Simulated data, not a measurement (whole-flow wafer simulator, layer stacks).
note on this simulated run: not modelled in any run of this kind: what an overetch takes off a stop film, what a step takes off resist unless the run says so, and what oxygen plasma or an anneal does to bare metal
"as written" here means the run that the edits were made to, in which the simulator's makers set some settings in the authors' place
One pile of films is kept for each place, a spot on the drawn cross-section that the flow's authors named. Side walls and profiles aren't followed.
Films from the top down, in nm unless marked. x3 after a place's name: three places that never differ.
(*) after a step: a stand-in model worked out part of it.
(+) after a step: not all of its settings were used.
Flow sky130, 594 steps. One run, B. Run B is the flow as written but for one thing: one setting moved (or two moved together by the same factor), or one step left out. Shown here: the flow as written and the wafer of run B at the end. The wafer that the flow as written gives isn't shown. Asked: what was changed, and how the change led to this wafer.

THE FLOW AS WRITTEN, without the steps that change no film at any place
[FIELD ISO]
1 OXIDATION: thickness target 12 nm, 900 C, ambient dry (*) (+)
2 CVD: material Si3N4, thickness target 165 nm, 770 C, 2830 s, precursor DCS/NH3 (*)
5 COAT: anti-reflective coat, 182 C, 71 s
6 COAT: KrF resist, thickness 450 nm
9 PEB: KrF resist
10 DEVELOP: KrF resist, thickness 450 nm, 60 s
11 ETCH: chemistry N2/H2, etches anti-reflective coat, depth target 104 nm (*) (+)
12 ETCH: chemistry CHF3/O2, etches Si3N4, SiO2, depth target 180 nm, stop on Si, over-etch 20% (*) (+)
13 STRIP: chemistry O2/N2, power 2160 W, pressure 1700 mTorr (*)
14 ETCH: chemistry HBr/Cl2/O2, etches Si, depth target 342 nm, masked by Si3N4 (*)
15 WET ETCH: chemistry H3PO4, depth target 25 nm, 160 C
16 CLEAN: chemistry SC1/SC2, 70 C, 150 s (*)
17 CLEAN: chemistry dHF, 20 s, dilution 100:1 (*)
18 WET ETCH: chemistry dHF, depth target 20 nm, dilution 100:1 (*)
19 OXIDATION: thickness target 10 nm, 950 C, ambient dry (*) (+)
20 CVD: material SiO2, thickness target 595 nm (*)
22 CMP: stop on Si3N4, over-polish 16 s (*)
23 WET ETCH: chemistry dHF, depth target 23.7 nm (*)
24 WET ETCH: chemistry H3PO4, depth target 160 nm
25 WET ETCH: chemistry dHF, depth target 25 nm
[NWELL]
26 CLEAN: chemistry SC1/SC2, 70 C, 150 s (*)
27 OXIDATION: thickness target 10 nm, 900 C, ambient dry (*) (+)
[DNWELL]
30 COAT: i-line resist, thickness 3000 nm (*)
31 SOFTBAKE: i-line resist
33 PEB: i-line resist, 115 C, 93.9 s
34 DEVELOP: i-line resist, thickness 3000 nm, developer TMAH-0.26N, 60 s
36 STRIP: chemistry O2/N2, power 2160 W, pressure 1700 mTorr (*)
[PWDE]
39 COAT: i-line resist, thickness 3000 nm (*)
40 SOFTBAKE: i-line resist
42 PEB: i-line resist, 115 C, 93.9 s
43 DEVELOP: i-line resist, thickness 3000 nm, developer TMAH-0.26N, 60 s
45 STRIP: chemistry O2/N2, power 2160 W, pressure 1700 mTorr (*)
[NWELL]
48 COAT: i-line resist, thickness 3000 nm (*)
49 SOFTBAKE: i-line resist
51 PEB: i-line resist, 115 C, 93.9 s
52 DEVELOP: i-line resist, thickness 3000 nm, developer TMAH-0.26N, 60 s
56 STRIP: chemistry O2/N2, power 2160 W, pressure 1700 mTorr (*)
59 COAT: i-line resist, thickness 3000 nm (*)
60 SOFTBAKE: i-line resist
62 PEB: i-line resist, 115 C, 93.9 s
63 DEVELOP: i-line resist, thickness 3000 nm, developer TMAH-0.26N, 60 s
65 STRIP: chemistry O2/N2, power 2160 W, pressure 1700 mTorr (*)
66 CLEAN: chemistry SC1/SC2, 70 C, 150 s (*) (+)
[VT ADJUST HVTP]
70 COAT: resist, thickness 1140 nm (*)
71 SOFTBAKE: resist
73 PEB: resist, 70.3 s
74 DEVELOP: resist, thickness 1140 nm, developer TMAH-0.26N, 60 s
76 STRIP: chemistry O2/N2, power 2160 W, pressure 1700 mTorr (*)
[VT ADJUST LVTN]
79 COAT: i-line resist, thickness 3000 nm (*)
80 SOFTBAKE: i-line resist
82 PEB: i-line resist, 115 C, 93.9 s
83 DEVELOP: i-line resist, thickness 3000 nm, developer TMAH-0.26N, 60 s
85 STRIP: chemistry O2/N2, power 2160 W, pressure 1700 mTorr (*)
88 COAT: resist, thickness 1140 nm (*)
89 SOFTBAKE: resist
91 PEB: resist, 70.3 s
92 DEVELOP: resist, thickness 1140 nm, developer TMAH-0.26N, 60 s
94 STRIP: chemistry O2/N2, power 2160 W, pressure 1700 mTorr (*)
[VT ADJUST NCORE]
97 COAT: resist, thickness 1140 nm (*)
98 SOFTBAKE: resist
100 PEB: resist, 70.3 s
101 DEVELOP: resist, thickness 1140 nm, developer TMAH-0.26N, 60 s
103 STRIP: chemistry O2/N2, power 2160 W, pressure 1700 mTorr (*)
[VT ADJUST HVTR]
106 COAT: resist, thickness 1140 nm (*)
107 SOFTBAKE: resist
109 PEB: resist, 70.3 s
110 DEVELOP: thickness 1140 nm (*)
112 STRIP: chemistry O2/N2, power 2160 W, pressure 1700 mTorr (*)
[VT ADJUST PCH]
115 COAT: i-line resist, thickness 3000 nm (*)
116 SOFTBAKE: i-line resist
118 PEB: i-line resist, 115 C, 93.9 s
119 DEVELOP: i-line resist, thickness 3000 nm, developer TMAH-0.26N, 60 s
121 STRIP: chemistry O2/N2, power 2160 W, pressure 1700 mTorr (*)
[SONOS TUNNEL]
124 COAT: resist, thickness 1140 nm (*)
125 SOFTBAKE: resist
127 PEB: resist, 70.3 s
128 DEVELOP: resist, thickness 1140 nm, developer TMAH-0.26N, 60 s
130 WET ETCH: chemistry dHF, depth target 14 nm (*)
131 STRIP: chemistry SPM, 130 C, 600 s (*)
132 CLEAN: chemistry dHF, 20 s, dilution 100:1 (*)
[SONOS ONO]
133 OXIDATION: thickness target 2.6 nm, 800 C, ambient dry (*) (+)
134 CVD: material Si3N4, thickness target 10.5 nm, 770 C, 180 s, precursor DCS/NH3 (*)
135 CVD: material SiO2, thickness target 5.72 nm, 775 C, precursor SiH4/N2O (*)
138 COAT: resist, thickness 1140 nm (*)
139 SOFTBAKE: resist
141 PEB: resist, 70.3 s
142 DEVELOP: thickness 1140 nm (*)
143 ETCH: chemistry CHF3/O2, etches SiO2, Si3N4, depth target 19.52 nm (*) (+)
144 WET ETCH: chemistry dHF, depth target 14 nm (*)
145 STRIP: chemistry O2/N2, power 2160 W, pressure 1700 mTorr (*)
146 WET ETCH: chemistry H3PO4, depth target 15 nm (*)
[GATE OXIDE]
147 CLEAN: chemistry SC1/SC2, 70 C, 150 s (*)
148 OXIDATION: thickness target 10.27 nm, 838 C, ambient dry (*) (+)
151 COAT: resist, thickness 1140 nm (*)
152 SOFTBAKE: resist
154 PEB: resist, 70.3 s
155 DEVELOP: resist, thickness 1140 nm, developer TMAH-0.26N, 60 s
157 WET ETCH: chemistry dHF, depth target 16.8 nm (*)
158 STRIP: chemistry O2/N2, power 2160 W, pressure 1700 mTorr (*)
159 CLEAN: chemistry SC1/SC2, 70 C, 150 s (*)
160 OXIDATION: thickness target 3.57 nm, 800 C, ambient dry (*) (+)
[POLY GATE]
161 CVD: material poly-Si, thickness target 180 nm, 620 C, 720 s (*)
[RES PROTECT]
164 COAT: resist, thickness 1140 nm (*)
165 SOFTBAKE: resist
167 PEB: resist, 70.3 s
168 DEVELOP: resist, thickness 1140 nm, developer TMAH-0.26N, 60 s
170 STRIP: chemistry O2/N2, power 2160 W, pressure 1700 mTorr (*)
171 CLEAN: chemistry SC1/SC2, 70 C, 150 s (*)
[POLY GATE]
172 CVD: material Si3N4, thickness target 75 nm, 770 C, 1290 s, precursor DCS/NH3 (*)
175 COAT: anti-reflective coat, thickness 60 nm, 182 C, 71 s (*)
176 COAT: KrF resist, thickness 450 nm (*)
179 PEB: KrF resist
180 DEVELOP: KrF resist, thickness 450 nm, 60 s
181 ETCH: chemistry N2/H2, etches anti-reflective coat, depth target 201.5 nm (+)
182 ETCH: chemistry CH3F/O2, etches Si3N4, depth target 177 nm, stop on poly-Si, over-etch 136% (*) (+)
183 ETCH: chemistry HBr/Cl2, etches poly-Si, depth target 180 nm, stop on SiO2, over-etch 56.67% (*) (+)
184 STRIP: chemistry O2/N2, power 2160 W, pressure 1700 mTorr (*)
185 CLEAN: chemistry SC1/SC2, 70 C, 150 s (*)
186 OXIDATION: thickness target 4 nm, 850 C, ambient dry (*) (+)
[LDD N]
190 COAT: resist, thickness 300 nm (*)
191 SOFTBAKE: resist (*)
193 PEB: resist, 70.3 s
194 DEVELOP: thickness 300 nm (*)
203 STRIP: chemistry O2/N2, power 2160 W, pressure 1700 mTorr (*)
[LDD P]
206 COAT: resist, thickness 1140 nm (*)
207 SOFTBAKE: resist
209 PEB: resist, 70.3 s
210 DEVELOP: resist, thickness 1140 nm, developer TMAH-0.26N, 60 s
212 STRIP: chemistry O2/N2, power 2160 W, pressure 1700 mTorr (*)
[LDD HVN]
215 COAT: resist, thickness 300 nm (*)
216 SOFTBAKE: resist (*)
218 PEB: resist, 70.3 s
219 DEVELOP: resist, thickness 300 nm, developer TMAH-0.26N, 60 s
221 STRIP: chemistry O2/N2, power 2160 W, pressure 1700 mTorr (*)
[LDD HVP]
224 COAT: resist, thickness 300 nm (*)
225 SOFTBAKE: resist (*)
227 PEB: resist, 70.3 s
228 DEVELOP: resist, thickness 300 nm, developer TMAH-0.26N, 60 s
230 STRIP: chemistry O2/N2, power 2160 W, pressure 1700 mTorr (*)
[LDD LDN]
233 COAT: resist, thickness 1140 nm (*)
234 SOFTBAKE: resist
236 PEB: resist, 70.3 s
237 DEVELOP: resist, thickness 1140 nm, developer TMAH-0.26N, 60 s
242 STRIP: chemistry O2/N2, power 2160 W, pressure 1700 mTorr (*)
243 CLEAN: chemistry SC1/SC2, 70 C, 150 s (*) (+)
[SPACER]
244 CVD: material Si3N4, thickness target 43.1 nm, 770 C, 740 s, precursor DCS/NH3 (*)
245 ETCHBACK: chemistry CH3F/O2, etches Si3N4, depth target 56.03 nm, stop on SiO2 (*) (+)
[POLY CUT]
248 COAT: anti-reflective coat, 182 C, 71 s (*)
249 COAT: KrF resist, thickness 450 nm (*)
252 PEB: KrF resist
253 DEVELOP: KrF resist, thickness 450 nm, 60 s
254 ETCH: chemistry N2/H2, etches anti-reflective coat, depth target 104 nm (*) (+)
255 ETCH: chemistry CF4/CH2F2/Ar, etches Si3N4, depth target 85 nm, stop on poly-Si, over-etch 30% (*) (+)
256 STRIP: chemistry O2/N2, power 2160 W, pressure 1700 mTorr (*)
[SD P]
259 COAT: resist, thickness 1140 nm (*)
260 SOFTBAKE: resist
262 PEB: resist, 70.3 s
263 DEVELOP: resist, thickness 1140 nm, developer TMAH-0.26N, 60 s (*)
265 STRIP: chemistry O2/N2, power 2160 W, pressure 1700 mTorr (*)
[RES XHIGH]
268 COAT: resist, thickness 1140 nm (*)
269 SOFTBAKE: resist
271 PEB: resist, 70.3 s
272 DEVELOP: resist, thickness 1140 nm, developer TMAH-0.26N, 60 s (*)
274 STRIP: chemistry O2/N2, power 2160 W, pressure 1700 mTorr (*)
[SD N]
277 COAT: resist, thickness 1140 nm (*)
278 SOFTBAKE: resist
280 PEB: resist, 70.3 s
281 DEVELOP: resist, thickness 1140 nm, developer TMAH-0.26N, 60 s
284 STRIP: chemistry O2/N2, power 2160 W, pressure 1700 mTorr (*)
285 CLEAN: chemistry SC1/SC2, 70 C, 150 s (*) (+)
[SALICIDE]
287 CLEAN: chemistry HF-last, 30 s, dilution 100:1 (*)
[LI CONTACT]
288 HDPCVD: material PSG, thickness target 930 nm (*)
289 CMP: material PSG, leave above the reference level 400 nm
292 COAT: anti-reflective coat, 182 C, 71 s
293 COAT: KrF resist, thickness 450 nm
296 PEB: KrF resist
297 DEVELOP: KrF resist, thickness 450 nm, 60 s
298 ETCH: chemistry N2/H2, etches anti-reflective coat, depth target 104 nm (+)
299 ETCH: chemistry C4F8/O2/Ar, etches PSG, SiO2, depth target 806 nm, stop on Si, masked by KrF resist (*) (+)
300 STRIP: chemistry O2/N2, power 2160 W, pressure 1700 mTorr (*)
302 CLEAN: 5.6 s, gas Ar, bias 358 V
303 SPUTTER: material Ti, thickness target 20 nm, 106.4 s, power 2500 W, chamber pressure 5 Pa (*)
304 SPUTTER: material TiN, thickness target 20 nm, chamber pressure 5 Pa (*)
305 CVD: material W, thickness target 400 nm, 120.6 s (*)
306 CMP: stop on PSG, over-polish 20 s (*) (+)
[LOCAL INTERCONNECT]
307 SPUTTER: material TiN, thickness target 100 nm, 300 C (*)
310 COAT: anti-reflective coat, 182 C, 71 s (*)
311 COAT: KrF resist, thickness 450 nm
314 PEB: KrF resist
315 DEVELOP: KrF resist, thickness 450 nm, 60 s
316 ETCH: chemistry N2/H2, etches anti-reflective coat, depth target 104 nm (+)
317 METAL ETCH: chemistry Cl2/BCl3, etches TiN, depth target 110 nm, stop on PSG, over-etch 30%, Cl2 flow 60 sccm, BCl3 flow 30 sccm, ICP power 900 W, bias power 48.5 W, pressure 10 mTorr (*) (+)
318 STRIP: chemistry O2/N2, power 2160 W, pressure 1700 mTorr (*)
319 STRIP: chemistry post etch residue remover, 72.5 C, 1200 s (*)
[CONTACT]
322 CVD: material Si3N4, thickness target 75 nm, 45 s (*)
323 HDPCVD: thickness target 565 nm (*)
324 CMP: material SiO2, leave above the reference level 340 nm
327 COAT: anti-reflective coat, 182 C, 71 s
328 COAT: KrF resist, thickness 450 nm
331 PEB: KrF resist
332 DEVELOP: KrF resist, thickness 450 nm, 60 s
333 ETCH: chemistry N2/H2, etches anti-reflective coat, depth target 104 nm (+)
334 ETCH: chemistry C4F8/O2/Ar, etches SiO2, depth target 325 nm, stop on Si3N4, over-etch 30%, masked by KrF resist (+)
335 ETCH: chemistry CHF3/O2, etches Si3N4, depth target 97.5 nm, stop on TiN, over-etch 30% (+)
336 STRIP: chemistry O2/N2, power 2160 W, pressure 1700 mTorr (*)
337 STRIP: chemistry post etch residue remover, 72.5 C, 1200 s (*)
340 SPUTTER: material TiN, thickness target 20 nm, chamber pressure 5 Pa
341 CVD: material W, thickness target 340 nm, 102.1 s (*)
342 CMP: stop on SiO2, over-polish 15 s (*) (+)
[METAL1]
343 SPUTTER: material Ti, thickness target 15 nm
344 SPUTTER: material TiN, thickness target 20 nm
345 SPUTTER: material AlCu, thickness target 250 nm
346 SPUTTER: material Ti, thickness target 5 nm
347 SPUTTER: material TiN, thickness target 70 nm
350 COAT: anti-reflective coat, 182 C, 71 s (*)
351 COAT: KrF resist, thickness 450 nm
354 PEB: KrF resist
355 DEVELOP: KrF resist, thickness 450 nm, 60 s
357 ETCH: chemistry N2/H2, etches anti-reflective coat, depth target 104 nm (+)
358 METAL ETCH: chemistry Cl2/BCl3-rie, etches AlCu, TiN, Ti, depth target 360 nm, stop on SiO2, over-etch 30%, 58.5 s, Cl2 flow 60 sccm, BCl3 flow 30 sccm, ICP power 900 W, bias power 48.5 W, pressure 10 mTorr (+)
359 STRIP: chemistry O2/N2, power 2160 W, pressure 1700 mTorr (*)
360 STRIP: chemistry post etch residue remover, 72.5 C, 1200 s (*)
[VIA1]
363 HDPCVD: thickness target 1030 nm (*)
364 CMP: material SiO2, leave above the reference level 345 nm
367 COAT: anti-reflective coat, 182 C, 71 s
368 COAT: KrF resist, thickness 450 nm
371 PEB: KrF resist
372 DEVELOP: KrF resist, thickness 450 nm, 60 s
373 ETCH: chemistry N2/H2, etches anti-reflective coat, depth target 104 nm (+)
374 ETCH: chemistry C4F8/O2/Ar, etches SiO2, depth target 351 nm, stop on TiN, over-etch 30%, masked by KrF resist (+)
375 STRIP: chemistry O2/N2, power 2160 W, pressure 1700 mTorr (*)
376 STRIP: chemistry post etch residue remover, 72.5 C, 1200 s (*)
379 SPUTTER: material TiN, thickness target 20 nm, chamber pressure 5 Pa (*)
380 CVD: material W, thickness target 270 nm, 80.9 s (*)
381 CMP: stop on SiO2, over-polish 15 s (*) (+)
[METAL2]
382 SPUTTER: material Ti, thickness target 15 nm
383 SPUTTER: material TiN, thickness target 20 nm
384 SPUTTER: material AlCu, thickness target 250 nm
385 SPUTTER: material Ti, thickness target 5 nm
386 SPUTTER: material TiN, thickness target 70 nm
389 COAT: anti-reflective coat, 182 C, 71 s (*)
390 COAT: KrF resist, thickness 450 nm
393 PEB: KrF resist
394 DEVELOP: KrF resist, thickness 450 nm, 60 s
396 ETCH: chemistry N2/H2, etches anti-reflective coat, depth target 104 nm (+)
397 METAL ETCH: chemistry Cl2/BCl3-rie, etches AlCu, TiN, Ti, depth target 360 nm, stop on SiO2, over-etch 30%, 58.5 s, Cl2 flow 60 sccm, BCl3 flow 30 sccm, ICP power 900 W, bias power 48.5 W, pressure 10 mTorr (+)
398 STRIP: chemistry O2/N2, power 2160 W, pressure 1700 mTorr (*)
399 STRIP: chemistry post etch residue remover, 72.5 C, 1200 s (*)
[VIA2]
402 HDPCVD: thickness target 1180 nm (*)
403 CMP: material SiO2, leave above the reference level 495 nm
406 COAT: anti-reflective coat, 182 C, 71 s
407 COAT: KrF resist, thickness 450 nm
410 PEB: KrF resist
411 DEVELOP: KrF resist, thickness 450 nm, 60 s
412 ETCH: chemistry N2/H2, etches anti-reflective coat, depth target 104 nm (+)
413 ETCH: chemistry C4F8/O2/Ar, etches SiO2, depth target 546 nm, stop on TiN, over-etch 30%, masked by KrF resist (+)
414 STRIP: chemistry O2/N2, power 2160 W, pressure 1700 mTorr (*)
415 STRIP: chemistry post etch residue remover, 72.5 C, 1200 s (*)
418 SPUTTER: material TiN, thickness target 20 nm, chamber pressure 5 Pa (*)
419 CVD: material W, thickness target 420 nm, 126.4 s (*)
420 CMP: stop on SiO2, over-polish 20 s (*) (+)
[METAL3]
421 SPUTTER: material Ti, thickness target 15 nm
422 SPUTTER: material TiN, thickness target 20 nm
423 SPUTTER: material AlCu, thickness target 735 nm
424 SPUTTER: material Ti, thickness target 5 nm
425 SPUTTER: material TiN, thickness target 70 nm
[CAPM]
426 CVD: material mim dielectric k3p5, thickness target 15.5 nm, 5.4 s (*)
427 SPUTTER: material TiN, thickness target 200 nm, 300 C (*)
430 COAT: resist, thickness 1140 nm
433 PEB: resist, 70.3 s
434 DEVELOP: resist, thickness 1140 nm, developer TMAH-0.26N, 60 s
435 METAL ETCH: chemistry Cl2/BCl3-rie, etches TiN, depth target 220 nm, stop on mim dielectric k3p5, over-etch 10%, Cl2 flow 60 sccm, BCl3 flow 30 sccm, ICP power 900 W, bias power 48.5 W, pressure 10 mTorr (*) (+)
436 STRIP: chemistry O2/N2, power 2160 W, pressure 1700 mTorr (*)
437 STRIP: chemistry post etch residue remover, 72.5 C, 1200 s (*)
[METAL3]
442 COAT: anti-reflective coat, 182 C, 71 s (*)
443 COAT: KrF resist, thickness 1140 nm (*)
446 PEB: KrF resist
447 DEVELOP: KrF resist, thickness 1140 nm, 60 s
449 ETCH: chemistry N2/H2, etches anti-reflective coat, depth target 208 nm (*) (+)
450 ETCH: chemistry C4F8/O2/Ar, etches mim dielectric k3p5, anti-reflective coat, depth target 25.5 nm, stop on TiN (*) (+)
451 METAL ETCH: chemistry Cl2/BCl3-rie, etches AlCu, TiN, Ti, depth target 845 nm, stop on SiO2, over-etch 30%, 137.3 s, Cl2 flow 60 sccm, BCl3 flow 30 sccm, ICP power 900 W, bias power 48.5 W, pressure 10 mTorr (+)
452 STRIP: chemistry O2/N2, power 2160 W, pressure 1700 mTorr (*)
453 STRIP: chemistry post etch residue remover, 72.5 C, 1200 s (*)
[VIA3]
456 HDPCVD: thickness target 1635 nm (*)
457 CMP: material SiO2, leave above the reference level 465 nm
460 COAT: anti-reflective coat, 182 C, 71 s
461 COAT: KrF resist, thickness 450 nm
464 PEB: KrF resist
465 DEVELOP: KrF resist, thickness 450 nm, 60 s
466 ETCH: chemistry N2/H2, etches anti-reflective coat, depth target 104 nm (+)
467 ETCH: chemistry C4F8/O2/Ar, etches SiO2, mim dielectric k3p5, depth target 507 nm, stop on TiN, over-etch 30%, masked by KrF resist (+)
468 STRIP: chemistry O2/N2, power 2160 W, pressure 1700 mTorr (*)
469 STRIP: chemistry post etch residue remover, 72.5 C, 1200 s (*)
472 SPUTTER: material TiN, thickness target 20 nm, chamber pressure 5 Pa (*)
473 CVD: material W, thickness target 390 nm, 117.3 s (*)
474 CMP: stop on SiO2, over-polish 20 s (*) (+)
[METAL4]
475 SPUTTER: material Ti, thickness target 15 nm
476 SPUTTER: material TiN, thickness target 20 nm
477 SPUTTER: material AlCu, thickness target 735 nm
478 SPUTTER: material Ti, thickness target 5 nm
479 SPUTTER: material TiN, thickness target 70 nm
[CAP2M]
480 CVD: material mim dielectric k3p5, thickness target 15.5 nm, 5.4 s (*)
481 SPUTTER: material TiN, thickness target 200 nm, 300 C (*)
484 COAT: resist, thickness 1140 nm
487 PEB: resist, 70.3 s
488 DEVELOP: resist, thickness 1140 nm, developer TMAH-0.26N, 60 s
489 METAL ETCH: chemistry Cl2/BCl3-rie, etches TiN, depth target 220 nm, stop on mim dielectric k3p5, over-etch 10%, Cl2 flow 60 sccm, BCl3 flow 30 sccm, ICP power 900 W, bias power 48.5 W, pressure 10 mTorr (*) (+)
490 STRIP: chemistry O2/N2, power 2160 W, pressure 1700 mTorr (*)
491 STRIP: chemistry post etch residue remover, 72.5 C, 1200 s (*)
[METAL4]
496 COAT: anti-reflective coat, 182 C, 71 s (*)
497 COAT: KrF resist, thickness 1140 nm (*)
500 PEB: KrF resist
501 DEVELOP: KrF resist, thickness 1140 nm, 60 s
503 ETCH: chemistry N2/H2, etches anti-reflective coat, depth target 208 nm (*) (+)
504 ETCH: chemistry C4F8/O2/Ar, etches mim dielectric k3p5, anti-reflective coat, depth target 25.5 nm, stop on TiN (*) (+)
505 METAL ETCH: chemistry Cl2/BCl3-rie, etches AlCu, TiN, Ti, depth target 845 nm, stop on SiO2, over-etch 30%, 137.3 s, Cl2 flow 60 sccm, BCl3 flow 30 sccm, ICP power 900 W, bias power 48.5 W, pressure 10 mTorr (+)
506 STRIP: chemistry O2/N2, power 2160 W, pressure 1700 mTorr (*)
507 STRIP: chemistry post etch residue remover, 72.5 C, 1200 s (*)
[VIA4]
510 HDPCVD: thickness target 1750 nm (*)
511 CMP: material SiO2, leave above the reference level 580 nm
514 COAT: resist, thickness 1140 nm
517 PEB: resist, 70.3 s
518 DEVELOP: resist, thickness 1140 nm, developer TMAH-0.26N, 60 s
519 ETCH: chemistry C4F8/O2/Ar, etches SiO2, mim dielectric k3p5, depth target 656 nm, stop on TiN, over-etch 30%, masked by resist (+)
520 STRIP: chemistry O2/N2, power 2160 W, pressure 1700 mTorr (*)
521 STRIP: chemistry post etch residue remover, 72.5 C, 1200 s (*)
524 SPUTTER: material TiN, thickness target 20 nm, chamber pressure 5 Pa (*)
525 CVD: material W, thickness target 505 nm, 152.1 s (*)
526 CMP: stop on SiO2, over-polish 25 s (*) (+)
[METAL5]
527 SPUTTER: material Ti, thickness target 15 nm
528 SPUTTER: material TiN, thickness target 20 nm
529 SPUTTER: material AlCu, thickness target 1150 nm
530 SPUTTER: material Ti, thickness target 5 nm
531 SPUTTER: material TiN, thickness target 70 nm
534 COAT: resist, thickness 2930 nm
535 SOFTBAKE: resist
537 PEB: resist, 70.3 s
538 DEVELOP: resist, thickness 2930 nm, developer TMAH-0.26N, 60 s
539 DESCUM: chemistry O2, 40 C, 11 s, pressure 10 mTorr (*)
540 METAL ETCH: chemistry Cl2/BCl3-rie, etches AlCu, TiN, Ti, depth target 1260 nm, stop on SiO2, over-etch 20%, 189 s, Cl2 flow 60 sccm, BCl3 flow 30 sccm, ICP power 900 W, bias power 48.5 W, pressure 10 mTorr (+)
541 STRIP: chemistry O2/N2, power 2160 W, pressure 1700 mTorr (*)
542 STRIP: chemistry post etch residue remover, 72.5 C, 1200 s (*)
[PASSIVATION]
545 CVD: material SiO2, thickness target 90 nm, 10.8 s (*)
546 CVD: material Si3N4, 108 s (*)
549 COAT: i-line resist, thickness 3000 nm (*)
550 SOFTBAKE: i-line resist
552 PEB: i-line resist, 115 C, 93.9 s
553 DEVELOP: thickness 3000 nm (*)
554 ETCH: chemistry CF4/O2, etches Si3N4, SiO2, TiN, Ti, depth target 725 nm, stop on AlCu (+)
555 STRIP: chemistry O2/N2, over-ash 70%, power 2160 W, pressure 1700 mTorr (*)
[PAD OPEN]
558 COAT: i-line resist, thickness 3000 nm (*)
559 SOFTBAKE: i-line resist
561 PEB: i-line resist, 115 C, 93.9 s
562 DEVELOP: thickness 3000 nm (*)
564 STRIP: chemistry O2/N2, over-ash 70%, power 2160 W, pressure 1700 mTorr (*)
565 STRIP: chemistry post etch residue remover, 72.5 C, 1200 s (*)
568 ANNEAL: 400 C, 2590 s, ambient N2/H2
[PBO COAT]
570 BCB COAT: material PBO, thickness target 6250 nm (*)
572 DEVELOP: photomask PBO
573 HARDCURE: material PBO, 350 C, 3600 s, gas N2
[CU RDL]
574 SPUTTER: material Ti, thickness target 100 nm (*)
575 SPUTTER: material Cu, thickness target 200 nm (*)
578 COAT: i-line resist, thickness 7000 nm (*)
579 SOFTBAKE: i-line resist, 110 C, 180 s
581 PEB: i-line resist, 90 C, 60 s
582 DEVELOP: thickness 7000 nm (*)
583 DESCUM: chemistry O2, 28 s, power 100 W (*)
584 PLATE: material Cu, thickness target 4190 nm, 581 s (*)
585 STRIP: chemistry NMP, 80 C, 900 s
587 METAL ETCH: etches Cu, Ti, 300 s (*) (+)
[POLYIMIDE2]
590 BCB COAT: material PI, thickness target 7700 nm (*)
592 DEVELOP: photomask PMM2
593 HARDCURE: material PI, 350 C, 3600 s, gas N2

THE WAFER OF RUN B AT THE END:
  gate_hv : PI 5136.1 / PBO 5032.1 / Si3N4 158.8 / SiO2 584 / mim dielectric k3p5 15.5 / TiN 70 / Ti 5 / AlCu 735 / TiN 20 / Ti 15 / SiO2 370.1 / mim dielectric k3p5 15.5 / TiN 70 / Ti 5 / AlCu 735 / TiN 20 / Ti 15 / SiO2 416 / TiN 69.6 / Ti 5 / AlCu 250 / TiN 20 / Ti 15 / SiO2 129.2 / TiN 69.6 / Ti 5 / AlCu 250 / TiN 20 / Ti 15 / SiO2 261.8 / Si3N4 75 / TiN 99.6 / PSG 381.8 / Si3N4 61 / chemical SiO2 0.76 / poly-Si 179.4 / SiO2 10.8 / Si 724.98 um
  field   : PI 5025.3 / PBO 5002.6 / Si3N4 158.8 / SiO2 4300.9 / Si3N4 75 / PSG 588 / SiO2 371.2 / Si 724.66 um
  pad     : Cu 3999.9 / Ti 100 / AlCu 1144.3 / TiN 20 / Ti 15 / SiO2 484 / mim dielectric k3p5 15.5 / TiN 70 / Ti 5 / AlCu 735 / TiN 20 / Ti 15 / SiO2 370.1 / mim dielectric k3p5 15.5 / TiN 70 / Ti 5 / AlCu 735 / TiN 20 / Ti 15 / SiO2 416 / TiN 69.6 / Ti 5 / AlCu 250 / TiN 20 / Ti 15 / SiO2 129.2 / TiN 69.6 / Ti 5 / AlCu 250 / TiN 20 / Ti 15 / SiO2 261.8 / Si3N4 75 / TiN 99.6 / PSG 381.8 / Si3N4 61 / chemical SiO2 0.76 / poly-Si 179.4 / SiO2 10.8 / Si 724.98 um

The cause: step 364, CMP: leave above the reference level 207 nm was run, where the flow has leave above the reference level 345 nm.

How the change led to this, step by step:
  364 CMP: material SiO2, leave above the reference level 345 nm
      n_well, p_well, gate_hv and 100 more: SiO2 -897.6 (as written it would be: SiO2 -759.6)
      field, active, gate and 81 more: SiO2 -527.1 (as written it would be: SiO2 -389.1)
      (and at 4 more places)
  374 ETCH: chemistry C4F8/O2/Ar, etches SiO2, depth target 351 nm, stop on TiN, over-etch 30%, masked by KrF resist (+)
      field, active, n_well and 186 more: KrF resist -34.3 (as written it would be: KrF resist -70.1)
      m1, via1_hole: SiO2 -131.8 (all of it) (as written it would be: SiO2 -269.8 (all of it))
  375 STRIP: chemistry O2/N2, power 2160 W, pressure 1700 mTorr (*)
      field, active, n_well and 186 more: KrF resist -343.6 (all of it), anti-reflective coat -80 (all of it) (as written it would be: KrF resist -307.7 (all of it), anti-reflective coat -80 (all of it))
  379 SPUTTER: material TiN, thickness target 20 nm, chamber pressure 5 Pa (*)
      m1: TiN +14 (as written it would be: TiN +11)
      via1_hole: TiN +14 (as written it would be: TiN +10.9)
  380 CVD: material W, thickness target 270 nm, 80.9 s (*)
      m1, via1_hole: W +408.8 (new film) (as written it would be: W +549.9 (new film))
